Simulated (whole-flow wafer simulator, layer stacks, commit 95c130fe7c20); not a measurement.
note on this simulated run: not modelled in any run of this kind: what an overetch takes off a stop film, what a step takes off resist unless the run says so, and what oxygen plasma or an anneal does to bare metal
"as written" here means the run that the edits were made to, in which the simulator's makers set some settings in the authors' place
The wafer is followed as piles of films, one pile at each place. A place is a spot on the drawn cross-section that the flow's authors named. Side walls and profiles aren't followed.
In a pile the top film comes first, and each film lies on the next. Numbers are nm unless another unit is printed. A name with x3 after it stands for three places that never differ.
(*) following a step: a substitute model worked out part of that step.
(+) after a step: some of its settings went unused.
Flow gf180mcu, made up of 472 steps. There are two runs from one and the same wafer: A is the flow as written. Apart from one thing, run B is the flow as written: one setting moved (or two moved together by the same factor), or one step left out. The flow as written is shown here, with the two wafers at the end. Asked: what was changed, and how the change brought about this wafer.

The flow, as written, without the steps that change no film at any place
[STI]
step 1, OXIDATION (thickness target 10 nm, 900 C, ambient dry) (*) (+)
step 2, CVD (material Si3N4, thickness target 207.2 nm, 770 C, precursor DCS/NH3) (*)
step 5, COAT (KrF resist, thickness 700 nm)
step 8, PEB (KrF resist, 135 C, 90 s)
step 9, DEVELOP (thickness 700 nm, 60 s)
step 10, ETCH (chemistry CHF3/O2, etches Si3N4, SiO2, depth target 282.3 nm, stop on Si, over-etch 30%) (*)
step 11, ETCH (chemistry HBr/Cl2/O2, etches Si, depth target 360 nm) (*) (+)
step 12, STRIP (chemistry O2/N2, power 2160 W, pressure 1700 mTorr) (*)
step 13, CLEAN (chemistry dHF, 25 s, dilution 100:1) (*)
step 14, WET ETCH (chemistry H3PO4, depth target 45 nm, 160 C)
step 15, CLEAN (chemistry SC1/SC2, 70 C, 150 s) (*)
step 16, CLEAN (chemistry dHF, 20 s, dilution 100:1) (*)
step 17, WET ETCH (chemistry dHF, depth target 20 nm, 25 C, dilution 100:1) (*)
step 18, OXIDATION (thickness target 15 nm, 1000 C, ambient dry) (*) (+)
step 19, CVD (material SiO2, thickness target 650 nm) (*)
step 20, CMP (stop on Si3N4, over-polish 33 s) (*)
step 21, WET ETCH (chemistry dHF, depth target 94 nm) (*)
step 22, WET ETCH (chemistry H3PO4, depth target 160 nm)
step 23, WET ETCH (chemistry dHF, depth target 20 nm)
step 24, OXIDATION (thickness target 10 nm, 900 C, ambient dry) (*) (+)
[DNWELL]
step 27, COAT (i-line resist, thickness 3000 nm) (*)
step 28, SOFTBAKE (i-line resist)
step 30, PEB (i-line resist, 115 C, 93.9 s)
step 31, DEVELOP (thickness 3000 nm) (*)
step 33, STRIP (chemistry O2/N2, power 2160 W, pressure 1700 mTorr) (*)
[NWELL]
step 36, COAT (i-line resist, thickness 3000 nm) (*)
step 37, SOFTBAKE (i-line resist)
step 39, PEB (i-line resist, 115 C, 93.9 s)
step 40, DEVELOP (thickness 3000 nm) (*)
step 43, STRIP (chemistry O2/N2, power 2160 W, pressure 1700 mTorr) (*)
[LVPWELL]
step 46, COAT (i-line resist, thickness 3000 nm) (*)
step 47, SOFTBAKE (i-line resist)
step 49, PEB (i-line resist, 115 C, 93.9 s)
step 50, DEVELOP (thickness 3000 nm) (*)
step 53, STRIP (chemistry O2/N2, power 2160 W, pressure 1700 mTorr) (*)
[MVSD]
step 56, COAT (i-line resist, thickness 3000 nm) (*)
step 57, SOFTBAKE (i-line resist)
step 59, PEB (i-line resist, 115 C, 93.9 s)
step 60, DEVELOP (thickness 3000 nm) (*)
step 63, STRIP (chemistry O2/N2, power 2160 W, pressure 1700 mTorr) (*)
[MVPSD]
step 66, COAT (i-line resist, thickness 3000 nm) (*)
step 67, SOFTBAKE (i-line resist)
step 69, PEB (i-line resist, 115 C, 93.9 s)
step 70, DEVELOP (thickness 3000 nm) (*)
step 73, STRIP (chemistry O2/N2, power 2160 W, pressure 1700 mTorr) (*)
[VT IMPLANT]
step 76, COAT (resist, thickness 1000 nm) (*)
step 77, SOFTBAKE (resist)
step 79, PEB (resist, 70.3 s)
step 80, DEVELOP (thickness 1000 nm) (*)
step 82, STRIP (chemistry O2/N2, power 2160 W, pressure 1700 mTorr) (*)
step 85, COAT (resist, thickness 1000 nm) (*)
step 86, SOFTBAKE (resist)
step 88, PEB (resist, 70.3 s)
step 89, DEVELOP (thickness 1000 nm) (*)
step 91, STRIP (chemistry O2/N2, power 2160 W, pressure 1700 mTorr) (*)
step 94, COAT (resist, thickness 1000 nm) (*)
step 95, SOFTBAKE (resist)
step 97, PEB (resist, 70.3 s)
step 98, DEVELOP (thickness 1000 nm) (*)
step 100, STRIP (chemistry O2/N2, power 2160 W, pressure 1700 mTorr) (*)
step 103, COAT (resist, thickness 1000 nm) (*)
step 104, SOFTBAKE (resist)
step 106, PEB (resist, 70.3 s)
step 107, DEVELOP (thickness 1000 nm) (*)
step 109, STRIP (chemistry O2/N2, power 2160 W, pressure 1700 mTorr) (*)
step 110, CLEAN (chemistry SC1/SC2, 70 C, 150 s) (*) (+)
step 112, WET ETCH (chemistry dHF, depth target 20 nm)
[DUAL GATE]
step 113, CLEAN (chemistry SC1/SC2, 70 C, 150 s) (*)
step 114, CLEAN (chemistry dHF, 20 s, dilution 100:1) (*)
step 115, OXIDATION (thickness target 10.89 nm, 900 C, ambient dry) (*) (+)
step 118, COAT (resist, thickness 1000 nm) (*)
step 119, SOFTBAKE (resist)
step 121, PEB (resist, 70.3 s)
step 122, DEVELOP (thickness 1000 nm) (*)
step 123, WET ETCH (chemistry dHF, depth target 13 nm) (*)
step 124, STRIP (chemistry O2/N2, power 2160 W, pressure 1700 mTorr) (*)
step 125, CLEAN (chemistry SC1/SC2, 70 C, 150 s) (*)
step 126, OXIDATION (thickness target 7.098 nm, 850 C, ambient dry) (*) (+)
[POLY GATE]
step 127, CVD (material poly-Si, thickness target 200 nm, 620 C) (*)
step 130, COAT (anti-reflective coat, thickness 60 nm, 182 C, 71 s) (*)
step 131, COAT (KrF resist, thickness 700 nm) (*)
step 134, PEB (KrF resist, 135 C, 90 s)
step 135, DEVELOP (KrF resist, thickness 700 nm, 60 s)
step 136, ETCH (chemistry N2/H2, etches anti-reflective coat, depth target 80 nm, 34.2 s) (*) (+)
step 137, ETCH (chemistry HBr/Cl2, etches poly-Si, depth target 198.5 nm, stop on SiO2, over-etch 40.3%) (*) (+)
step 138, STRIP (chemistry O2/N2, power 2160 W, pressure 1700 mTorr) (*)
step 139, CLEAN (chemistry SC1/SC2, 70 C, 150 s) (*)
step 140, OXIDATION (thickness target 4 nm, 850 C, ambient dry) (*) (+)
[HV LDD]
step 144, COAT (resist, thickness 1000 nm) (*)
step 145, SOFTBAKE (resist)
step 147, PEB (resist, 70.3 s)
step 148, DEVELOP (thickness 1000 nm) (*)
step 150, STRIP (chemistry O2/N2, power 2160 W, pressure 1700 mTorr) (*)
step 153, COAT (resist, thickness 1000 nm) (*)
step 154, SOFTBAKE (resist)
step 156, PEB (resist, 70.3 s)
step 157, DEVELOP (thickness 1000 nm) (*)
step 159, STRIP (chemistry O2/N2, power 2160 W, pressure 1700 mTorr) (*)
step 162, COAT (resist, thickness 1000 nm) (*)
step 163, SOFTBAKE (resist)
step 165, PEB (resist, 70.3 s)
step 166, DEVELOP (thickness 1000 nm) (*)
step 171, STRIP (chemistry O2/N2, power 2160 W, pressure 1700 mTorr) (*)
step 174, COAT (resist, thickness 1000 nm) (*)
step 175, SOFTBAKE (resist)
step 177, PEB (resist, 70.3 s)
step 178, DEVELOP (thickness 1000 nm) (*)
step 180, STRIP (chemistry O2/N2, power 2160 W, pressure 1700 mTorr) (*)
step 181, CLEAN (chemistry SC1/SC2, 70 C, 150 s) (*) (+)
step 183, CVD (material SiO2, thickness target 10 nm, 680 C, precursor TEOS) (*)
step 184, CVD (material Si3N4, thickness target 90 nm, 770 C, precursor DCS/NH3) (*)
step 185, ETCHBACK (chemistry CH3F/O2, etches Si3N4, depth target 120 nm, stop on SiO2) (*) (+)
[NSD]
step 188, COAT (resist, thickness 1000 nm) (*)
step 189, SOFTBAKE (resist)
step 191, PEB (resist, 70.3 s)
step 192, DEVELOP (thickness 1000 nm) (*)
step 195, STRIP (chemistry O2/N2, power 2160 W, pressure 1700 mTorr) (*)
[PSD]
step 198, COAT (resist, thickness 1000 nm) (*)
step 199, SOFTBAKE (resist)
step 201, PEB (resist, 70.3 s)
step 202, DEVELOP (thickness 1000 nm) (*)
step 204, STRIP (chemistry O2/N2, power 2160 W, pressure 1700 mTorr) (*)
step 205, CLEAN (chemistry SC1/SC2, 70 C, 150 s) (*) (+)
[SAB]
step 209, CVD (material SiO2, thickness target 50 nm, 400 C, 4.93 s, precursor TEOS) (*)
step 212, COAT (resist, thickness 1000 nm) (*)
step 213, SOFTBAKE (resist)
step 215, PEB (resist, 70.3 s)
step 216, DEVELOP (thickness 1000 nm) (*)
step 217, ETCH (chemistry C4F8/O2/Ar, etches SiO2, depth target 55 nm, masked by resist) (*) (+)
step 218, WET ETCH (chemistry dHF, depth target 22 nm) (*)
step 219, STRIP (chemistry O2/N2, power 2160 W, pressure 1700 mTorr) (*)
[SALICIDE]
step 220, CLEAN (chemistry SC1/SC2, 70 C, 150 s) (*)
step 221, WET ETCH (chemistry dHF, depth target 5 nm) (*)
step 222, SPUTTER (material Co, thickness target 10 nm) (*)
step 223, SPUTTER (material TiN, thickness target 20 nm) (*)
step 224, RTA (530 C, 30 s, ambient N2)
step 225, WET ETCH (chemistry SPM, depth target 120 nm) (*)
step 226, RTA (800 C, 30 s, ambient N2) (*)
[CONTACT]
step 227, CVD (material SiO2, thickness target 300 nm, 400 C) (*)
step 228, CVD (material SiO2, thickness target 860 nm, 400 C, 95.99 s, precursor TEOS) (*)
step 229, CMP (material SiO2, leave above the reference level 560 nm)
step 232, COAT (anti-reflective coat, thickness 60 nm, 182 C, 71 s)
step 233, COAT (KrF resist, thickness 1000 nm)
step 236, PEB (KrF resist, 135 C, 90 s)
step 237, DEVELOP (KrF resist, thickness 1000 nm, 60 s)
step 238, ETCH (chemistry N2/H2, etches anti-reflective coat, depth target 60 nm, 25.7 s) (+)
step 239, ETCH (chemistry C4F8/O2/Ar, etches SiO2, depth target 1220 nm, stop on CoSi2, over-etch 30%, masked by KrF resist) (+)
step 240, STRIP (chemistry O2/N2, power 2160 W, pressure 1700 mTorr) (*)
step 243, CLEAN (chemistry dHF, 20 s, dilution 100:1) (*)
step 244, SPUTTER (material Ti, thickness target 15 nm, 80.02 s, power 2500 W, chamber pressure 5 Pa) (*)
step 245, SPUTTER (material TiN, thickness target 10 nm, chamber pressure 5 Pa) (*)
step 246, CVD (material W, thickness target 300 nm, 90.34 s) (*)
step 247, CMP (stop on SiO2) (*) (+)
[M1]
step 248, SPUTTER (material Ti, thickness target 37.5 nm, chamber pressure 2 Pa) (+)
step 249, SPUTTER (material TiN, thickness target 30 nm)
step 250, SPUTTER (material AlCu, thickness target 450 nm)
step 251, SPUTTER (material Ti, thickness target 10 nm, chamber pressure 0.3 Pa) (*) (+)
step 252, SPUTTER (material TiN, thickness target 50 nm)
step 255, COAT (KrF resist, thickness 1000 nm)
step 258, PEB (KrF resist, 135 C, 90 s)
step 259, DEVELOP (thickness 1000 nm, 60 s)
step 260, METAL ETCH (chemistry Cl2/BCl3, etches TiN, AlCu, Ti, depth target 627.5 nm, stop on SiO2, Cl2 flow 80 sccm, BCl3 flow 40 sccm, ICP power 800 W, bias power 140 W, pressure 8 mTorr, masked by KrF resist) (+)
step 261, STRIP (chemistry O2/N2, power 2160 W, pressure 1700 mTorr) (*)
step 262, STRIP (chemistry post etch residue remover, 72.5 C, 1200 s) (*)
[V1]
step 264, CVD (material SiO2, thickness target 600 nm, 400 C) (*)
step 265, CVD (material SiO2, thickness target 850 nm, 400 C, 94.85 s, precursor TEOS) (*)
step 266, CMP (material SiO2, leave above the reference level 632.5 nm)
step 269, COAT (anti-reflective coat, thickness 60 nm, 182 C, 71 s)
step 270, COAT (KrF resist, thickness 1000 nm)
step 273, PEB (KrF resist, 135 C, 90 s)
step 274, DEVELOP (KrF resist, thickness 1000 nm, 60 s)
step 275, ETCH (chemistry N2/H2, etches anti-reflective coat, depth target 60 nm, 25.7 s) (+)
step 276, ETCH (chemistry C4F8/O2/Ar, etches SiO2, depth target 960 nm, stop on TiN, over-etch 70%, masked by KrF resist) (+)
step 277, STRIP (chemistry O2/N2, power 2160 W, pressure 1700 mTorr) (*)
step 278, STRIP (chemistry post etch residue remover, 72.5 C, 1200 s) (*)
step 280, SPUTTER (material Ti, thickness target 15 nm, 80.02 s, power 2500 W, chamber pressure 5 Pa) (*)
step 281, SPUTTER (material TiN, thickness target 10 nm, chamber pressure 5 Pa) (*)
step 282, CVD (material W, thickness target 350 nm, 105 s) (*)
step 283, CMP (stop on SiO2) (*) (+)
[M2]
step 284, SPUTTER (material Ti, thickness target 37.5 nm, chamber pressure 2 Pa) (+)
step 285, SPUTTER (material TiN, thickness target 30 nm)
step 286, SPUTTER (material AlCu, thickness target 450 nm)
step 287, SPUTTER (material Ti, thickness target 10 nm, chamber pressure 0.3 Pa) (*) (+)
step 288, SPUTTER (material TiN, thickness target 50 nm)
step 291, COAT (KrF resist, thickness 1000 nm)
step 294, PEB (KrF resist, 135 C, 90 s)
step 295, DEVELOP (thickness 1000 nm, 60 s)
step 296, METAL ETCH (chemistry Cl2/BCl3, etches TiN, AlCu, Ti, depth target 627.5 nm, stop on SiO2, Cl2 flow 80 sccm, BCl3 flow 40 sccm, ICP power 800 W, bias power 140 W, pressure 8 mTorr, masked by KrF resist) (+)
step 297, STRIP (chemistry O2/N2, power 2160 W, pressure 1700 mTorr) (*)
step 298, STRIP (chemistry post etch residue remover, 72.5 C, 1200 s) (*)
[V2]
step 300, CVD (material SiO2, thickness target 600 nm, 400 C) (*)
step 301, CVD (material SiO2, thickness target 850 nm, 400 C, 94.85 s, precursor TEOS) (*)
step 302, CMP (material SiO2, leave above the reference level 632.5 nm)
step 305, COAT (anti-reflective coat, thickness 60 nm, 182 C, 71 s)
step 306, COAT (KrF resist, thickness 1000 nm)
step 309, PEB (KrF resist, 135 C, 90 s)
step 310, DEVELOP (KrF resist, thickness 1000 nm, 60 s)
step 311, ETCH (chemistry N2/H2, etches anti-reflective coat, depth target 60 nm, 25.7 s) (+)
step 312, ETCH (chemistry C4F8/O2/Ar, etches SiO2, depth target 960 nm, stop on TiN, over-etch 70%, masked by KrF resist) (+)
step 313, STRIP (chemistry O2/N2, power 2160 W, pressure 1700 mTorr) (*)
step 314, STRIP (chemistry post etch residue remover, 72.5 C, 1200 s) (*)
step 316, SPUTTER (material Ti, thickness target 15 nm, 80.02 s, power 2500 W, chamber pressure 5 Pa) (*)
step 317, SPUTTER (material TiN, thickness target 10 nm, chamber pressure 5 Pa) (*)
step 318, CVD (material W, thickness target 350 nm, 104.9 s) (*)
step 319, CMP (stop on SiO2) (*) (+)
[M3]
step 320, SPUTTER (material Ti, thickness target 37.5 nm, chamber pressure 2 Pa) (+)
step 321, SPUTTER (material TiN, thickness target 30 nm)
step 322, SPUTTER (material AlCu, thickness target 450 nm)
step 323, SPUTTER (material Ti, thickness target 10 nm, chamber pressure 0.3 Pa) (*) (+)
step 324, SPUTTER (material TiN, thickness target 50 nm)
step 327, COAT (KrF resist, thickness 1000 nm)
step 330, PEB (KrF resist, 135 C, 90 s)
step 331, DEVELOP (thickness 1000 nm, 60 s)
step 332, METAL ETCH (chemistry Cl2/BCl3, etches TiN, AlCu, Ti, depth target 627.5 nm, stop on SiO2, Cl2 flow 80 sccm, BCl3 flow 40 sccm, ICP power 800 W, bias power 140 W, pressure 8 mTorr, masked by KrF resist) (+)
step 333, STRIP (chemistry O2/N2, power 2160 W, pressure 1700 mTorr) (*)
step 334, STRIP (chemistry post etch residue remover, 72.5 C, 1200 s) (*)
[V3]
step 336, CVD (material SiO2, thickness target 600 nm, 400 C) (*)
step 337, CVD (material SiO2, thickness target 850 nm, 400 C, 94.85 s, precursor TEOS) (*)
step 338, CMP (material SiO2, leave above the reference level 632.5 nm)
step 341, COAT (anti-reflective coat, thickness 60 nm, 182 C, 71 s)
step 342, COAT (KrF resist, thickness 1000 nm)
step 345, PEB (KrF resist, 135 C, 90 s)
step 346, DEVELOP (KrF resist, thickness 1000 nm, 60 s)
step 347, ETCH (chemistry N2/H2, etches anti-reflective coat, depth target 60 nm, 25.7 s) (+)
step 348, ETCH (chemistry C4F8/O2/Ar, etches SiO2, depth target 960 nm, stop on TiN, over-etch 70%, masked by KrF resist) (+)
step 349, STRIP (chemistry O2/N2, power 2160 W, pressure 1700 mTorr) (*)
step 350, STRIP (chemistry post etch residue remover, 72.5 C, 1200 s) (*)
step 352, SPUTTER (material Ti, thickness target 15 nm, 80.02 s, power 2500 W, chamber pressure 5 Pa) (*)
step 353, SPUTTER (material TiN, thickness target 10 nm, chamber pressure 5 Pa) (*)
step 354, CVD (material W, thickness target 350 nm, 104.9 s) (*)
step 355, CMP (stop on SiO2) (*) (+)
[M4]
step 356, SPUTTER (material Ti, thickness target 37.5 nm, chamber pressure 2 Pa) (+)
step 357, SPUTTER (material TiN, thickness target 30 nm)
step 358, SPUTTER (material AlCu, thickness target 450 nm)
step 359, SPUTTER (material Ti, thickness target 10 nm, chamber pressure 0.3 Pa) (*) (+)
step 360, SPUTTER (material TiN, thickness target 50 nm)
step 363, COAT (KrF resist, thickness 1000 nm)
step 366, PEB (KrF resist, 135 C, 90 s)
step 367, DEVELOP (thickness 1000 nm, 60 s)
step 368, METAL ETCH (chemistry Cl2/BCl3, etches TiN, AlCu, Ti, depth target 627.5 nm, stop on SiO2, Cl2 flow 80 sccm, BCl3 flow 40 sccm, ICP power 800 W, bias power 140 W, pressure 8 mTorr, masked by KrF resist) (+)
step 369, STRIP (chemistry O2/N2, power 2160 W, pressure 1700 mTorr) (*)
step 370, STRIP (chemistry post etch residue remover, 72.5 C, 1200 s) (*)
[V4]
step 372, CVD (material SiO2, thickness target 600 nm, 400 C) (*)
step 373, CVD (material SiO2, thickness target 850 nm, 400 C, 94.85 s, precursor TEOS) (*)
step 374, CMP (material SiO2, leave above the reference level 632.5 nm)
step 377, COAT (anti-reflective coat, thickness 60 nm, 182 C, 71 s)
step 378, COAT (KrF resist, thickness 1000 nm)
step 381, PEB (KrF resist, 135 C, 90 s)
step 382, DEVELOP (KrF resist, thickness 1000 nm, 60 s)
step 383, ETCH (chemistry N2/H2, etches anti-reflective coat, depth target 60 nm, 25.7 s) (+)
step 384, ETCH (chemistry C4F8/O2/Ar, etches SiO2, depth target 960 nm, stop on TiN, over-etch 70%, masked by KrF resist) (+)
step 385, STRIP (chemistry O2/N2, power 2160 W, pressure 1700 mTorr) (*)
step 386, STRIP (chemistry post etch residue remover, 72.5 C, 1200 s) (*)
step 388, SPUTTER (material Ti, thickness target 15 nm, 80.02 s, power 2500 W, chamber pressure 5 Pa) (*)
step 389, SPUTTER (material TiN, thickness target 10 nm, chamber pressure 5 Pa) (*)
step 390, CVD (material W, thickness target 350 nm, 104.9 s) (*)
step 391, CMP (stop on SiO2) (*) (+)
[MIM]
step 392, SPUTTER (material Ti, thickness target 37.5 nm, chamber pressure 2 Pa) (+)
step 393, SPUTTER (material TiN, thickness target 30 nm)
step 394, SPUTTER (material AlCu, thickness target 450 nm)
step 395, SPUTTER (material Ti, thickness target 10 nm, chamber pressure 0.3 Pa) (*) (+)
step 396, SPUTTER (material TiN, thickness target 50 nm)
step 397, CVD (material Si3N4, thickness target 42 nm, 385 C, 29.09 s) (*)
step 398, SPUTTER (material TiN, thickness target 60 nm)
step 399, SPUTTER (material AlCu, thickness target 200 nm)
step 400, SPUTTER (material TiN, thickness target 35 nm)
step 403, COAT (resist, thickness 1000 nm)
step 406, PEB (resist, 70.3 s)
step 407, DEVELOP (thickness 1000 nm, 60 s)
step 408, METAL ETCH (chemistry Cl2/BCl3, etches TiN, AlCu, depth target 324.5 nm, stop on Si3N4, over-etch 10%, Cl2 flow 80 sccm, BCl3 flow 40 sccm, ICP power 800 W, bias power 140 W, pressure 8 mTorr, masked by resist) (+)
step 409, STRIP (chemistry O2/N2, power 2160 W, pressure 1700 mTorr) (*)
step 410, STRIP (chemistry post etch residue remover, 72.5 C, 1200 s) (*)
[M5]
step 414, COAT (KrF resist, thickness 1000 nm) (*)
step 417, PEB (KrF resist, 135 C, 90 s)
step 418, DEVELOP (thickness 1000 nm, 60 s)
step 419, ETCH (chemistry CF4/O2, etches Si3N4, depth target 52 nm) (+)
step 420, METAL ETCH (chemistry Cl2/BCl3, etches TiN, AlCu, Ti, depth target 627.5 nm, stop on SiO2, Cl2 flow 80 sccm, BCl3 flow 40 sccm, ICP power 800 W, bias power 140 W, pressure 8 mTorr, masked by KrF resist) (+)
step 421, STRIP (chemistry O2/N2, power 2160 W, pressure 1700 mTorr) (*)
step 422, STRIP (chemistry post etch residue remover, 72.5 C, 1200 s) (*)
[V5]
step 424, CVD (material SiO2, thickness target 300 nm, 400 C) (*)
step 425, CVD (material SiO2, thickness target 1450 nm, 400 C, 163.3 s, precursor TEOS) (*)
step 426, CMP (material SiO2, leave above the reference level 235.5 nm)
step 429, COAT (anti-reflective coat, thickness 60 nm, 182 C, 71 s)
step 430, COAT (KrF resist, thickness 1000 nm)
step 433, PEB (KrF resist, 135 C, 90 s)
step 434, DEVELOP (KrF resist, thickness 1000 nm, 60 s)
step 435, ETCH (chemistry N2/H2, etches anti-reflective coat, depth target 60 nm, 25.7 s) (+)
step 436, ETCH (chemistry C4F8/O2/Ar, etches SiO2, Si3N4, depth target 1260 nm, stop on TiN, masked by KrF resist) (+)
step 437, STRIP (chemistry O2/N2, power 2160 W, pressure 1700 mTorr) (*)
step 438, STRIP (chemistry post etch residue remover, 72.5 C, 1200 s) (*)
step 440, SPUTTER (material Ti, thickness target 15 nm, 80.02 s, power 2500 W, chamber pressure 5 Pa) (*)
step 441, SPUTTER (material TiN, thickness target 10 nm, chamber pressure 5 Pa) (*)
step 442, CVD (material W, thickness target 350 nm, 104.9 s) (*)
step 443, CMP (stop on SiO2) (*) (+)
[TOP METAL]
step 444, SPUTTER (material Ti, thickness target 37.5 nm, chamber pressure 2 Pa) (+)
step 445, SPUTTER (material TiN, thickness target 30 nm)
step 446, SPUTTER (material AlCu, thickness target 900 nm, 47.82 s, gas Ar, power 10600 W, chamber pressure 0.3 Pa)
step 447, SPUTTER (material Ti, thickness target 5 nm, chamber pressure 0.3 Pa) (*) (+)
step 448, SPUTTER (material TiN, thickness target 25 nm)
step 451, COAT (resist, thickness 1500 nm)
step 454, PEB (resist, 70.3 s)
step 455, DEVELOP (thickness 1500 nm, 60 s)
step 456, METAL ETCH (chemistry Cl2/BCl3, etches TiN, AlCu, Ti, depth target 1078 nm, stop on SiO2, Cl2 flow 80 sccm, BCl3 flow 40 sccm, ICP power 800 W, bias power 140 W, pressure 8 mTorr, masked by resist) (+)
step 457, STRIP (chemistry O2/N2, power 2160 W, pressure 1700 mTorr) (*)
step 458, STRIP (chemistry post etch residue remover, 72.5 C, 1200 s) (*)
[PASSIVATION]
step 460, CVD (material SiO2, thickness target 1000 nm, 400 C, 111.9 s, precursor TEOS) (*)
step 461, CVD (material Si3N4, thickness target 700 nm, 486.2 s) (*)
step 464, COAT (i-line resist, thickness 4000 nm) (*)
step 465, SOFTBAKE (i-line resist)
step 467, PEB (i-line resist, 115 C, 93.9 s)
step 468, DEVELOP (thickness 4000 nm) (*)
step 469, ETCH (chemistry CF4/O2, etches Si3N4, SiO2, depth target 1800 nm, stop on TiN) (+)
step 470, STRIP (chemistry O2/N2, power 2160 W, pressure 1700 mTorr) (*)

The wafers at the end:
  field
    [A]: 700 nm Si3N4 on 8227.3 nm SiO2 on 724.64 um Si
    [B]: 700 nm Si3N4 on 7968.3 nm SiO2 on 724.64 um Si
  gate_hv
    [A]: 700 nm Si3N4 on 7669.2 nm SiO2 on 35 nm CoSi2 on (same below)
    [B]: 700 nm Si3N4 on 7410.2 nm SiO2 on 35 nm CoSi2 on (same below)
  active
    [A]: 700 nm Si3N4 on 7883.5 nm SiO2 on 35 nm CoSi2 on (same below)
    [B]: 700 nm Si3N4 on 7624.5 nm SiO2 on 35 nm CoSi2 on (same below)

Cause: step 358, SPUTTER: thickness target 191 nm was run, whereas the flow has thickness target 450 nm.

The path from the change to this, step by step:
  step 358, SPUTTER (material AlCu, thickness target 450 nm)
      field, field__w1, field__w2 and 108 more: A AlCu gains 450 (new film) | B AlCu gains 191 (new film)
  step 368, METAL ETCH (chemistry Cl2/BCl3, etches TiN, AlCu, Ti, depth target 627.5 nm, stop on SiO2, Cl2 flow 80 sccm, BCl3 flow 40 sccm, ICP power 800 W, bias power 140 W, pressure 8 mTorr, masked by KrF resist) (+)
      field, field__w1, field__w2 and 103 more: A TiN loses 50 (all of it), Ti loses 10 (all of it), AlCu loses 450 (all of it), TiN loses 30 (all of it), Ti loses 37.5 (all of it) | B TiN loses 50 (all of it), Ti loses 10 (all of it), AlCu loses 191 (all of it), TiN loses 30 (all of it), Ti loses 37.5 (all of it)
      field__w8, contact, m1, m1__w1, m1_nw: A KrF resist loses 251 | B KrF resist loses 191.1
  step 369, STRIP (chemistry O2/N2, power 2160 W, pressure 1700 mTorr) (*)
      field__w8, contact, m1, m1__w1, m1_nw: A KrF resist loses 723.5 (all of it) | B KrF resist loses 783.4 (all of it)
  step 374, CMP (material SiO2, leave above the reference level 632.5 nm)
      field, field__w1, field__w2 and 103 more: A SiO2 loses 300 | B SiO2 loses 559
